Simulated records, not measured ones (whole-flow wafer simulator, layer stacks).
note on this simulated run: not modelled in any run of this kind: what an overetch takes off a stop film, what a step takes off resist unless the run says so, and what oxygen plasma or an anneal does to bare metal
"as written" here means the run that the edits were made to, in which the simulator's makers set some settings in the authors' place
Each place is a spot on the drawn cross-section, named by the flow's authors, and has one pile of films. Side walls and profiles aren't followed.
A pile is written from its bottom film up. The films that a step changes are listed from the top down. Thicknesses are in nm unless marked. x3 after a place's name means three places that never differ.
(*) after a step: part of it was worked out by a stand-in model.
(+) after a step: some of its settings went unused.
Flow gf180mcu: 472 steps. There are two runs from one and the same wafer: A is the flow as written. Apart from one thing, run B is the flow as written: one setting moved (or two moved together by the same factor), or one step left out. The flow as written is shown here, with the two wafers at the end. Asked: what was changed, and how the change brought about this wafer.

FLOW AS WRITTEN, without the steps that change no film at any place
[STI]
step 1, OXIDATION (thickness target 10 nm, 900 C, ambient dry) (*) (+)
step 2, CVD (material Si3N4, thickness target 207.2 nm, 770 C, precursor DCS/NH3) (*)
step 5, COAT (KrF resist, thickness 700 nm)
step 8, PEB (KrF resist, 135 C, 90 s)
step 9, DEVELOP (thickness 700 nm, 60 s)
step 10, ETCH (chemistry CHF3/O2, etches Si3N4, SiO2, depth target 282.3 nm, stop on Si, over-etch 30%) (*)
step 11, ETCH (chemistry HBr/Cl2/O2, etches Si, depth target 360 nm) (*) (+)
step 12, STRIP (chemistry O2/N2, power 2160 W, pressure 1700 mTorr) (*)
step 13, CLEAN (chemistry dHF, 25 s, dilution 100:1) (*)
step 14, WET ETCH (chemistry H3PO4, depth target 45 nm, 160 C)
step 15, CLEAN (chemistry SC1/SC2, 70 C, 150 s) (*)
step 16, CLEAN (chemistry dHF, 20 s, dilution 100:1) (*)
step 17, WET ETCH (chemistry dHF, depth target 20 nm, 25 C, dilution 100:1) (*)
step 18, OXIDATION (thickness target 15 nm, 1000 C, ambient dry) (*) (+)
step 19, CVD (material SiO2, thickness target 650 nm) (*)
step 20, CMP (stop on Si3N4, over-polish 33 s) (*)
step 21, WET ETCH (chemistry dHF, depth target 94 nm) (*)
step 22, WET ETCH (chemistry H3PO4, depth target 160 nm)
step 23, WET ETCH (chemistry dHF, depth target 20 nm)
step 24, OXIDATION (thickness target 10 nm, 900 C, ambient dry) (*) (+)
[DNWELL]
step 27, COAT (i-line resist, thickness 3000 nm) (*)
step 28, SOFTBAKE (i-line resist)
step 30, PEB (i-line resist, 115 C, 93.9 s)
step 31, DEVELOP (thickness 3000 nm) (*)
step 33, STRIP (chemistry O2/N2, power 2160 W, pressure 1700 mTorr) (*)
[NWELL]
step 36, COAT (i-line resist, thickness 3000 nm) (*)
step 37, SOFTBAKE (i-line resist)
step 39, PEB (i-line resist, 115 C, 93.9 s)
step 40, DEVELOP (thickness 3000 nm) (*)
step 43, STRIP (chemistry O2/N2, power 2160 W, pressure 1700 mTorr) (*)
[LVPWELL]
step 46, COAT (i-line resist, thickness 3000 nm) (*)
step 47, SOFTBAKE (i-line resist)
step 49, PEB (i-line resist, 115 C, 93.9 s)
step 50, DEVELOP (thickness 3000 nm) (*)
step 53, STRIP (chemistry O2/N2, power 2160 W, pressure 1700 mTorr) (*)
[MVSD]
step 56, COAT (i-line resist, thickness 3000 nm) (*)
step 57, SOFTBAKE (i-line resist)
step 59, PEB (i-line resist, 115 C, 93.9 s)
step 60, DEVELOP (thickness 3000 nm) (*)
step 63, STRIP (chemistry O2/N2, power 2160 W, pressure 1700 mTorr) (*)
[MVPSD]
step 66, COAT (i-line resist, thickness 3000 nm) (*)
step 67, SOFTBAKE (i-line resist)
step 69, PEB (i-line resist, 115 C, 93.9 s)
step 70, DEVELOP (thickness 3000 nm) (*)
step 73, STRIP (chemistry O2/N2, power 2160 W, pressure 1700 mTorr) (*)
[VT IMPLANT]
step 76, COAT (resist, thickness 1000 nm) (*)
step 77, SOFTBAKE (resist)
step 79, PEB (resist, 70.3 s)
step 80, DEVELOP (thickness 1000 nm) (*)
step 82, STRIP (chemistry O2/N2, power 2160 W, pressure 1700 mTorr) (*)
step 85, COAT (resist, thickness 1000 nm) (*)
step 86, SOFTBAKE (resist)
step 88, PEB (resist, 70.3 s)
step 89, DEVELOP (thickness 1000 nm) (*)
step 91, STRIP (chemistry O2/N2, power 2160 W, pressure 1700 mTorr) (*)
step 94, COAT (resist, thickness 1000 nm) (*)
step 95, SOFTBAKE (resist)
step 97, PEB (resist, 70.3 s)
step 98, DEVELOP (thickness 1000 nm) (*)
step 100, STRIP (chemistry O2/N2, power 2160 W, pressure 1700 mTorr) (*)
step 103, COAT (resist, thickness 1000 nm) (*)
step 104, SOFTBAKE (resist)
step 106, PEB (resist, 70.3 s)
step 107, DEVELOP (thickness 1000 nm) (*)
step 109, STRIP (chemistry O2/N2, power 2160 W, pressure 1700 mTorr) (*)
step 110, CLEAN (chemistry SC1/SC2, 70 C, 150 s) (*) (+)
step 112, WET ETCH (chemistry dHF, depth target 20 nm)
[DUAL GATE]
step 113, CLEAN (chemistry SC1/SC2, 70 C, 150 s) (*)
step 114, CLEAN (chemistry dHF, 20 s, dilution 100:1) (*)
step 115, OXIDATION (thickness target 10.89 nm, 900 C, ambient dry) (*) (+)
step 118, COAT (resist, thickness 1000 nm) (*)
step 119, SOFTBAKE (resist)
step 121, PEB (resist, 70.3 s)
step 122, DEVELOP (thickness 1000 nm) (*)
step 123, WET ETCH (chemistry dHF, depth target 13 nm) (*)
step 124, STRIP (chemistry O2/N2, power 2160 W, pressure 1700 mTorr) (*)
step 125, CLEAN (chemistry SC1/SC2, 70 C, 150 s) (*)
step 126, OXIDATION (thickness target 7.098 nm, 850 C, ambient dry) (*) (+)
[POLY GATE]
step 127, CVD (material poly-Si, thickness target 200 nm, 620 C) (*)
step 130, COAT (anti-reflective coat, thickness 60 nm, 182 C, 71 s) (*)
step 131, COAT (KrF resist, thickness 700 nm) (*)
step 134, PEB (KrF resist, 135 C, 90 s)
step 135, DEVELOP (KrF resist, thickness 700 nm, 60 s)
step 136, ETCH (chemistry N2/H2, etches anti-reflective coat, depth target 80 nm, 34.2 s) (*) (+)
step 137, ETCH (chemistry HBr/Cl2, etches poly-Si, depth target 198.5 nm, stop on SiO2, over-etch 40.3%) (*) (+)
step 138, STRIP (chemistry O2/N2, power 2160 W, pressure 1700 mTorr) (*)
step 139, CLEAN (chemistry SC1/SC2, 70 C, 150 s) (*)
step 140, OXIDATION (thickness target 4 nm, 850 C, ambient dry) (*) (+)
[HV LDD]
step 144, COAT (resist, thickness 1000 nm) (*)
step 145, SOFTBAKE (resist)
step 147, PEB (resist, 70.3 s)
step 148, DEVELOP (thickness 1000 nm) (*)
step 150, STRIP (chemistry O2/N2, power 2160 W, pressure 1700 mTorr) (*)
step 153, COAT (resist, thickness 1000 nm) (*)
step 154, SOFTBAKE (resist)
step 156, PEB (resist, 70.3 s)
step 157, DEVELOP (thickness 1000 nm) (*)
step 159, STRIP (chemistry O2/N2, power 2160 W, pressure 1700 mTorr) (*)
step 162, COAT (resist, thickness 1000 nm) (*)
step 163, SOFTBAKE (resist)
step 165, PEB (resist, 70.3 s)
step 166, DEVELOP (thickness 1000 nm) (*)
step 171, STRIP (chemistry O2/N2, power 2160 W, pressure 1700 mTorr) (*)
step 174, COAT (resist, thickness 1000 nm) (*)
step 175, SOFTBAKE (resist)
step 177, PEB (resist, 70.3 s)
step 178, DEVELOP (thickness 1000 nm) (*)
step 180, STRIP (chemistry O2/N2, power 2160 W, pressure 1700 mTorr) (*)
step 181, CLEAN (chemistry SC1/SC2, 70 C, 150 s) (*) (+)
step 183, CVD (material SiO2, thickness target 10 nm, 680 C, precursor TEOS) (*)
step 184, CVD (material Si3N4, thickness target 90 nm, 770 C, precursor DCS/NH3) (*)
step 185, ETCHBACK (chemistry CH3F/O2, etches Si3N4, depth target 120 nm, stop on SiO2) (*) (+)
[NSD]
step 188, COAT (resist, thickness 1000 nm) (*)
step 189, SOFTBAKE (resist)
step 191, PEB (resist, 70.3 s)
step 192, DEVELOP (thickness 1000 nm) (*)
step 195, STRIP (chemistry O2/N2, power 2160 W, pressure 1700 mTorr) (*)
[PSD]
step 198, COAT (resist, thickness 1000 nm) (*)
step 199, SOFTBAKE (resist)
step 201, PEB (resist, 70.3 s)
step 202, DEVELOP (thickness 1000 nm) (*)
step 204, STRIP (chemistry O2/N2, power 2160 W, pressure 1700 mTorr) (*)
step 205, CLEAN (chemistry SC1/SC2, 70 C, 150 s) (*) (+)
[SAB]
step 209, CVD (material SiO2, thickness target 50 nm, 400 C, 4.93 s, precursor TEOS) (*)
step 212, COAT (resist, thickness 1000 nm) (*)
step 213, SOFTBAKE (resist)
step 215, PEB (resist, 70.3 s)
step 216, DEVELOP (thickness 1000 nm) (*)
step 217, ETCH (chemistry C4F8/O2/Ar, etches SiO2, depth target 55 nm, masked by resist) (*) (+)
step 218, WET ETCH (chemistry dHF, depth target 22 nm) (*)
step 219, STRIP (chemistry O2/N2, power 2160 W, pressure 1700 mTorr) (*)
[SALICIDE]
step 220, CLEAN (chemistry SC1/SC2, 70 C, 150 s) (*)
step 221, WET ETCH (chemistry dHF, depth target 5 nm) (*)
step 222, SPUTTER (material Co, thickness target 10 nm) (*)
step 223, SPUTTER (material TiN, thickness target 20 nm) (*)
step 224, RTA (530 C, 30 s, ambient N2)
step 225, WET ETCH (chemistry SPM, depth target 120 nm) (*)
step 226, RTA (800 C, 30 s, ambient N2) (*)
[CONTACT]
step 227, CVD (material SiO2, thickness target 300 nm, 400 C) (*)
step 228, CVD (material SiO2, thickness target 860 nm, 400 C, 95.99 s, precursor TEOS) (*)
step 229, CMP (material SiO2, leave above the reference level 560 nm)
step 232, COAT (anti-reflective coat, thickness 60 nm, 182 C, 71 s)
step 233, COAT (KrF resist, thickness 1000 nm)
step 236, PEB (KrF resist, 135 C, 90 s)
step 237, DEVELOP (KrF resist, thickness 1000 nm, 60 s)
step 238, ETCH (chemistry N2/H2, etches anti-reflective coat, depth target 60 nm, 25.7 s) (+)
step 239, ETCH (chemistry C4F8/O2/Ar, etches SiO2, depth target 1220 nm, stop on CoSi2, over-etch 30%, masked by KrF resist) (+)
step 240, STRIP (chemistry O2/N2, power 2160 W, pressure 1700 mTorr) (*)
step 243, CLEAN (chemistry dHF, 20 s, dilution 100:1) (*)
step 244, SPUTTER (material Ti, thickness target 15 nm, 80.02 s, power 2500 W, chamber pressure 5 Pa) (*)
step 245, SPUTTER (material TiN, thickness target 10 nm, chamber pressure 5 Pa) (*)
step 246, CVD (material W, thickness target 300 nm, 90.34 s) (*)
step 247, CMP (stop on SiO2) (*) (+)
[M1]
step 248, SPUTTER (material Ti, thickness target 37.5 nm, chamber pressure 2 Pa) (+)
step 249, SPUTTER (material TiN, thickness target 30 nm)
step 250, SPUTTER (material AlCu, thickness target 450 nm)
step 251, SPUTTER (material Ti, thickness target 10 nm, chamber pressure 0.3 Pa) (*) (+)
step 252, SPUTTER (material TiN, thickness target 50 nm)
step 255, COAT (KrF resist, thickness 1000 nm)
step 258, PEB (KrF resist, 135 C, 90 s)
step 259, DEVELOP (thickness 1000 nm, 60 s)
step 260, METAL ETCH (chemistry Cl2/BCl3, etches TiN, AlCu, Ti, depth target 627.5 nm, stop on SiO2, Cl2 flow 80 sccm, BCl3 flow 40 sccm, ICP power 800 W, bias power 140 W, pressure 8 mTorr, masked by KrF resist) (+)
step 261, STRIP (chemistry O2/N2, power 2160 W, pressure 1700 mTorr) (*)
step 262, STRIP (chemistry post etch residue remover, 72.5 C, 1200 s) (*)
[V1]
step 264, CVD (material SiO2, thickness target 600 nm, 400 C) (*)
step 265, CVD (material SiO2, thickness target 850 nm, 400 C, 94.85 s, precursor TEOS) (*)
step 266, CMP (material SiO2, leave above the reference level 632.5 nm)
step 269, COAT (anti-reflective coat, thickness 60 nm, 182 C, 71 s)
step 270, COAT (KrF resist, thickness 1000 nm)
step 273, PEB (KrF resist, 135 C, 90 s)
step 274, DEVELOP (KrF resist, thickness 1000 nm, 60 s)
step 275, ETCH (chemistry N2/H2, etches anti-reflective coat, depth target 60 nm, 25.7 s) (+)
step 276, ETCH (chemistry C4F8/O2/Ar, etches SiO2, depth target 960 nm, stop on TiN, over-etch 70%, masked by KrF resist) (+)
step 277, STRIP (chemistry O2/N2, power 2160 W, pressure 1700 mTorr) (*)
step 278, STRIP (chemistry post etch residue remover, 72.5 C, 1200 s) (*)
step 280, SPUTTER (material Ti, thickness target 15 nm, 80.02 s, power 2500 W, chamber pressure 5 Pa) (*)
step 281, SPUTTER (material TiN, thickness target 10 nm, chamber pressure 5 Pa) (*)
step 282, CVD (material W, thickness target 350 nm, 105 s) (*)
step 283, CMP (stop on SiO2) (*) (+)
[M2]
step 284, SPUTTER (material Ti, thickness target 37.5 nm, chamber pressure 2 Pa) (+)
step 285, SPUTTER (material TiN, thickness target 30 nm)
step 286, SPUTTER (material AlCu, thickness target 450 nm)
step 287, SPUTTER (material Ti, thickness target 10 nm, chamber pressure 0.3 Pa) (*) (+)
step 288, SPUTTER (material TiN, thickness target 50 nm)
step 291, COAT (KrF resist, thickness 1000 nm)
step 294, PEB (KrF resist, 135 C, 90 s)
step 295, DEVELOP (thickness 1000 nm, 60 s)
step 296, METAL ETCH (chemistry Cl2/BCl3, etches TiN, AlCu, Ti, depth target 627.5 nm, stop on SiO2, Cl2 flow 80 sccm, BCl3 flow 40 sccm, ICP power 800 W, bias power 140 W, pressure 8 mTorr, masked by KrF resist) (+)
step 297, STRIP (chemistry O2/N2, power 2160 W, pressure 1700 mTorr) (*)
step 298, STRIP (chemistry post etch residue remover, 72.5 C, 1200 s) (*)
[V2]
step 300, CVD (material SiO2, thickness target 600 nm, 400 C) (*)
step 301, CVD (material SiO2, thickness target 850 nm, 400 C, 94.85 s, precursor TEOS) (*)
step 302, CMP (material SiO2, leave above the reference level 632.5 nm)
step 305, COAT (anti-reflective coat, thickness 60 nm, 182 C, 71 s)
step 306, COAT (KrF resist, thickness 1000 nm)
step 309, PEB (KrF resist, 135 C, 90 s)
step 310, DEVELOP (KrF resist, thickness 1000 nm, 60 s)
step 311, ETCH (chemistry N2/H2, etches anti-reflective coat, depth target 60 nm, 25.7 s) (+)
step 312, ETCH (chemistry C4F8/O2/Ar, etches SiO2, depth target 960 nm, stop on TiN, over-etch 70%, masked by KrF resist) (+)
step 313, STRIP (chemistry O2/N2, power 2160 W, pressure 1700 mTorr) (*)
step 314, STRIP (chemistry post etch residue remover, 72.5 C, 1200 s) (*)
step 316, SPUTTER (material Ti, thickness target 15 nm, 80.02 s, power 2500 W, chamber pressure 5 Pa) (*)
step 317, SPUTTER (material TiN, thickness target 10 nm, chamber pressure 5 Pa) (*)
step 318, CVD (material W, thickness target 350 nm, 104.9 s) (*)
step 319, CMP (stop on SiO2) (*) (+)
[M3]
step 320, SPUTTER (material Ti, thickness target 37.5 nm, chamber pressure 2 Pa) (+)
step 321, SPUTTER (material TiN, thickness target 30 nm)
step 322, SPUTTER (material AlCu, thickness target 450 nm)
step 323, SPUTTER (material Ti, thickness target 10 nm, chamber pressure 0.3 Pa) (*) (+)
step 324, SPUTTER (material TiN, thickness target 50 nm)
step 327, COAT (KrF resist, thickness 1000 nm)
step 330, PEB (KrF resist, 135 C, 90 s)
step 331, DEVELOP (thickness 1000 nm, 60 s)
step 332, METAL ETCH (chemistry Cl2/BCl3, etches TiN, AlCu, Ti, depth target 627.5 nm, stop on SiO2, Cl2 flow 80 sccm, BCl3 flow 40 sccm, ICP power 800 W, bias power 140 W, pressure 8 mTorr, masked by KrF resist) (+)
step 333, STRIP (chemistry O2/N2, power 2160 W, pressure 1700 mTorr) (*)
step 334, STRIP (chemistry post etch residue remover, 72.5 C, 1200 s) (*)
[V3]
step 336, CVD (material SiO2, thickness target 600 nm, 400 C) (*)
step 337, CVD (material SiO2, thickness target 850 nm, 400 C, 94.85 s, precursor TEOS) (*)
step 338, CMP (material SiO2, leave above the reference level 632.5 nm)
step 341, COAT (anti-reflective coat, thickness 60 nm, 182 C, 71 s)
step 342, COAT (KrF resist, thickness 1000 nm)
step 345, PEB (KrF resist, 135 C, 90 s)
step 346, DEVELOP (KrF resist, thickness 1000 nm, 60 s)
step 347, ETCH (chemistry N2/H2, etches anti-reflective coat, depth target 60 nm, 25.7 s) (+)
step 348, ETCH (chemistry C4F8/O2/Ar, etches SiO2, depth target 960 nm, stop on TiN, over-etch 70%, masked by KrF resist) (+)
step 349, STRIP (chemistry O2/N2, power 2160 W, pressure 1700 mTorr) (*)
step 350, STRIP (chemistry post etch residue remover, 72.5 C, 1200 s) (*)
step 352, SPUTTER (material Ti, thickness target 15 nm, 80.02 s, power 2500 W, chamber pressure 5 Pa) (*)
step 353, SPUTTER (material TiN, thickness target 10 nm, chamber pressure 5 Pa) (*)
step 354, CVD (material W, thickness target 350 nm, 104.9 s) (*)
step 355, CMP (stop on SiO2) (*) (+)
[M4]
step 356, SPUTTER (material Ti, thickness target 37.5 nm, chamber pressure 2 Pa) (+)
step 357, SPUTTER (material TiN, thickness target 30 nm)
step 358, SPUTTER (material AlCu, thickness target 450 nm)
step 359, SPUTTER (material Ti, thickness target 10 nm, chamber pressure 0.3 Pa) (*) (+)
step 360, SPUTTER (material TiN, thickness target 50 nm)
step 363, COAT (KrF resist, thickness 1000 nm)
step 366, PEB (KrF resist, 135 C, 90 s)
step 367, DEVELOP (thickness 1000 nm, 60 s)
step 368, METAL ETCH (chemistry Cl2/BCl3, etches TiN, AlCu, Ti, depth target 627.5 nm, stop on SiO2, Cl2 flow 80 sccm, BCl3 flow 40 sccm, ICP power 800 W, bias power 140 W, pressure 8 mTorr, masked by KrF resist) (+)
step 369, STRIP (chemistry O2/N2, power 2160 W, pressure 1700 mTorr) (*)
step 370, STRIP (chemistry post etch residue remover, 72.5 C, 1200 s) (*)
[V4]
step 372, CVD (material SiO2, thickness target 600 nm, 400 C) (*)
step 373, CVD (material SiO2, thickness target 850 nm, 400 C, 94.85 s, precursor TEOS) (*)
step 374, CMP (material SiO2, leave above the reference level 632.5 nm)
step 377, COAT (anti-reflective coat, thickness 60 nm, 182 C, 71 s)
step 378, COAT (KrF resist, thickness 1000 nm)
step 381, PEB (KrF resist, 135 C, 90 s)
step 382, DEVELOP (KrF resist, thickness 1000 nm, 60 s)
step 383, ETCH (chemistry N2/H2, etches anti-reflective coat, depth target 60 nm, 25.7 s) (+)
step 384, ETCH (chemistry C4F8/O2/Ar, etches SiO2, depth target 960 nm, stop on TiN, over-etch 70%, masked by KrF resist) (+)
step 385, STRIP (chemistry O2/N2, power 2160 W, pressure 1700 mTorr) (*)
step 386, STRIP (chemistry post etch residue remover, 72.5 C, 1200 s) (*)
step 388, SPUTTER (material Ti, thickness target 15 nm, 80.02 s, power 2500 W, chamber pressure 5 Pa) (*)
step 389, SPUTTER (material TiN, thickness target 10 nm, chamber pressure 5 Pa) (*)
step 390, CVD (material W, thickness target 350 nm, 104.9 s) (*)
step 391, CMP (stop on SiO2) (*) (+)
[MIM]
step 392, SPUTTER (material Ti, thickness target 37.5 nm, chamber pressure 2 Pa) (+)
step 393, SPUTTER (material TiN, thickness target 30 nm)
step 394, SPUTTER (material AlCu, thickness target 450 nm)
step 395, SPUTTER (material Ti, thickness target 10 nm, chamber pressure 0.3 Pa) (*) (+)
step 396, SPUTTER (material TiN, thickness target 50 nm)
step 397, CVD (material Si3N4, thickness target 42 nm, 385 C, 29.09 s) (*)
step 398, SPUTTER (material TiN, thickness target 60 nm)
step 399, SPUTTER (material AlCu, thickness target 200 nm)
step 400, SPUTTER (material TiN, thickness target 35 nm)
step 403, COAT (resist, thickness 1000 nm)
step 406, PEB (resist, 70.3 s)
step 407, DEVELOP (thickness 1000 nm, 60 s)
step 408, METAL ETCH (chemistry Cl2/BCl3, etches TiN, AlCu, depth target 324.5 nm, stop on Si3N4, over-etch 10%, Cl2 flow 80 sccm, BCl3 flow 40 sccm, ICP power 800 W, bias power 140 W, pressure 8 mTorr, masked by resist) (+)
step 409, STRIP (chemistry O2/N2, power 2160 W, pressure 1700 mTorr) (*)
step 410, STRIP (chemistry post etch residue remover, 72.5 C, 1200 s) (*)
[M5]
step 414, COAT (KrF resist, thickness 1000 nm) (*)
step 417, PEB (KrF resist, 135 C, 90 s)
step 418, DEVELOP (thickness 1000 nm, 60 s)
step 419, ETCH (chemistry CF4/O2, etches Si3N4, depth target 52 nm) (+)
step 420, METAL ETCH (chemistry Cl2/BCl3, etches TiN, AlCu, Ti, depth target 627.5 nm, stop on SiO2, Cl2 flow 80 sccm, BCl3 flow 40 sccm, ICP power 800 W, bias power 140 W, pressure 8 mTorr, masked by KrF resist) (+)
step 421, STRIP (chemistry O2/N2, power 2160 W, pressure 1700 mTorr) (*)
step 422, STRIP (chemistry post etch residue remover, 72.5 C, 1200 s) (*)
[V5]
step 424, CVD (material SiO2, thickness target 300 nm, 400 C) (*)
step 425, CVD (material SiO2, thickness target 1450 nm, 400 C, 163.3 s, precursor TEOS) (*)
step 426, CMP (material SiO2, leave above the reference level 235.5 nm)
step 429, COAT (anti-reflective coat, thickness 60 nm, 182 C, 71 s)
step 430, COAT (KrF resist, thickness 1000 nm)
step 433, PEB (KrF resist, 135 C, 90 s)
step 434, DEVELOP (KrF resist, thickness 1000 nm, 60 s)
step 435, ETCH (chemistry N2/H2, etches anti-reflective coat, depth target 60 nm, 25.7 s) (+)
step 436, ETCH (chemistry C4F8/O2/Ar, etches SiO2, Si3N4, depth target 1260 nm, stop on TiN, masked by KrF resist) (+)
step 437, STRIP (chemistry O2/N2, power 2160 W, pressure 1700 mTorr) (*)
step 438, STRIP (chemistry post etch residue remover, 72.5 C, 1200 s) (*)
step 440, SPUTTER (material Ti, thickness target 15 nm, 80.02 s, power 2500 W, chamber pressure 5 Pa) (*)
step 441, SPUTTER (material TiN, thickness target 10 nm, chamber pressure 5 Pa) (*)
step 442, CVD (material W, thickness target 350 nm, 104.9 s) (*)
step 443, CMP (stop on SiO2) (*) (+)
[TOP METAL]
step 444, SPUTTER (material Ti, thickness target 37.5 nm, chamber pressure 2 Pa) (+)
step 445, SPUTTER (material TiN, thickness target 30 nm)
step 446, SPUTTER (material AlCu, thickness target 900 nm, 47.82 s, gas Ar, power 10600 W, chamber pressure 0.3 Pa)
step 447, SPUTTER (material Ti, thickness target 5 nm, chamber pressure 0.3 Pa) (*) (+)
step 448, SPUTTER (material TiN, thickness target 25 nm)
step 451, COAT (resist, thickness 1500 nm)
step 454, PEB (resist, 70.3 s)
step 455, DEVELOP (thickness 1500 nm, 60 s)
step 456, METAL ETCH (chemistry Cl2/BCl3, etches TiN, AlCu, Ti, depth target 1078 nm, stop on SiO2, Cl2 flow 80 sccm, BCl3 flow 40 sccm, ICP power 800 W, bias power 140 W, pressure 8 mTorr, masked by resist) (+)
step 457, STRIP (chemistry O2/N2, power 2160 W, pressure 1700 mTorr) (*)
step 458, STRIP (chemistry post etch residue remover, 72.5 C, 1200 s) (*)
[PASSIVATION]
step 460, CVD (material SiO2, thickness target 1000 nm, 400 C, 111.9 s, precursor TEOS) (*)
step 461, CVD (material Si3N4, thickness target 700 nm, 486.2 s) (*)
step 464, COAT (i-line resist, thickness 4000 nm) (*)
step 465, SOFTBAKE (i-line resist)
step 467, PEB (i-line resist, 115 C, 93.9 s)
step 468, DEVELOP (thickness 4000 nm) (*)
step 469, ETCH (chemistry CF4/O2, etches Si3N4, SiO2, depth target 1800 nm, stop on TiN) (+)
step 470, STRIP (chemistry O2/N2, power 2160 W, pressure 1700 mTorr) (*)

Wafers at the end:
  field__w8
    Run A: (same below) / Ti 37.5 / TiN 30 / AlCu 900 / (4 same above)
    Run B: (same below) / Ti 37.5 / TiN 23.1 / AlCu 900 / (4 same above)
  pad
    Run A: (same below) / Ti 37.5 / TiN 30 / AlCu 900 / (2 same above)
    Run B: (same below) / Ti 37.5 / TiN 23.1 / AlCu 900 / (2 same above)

Cause: step 445, SPUTTER: thickness target 23.1 nm was run, while the flow as written has thickness target 30 nm.
The wafer lets one read it off: field__w8 has TiN 23.1, and step 445 as written asks for 30 nm.

Step by step, how the change led to this:
  step 445, SPUTTER (material TiN, thickness target 30 nm)
      field, field__w1, field__w2 and 109 more: A TiN gains 30 (new film) | B TiN gains 23.1 (new film)
  step 456, METAL ETCH (chemistry Cl2/BCl3, etches TiN, AlCu, Ti, depth target 1078 nm, stop on SiO2, Cl2 flow 80 sccm, BCl3 flow 40 sccm, ICP power 800 W, bias power 140 W, pressure 8 mTorr, masked by resist) (+)
      field, field__w1, field__w2 and 103 more: A TiN loses 25 (all of it), Ti loses 5 (all of it), AlCu loses 900 (all of it), TiN loses 30 (all of it), Ti loses 37.5 (all of it) | B TiN loses 25 (all of it), Ti loses 5 (all of it), AlCu loses 900 (all of it), TiN loses 23.1 (all of it), Ti loses 37.5 (all of it)
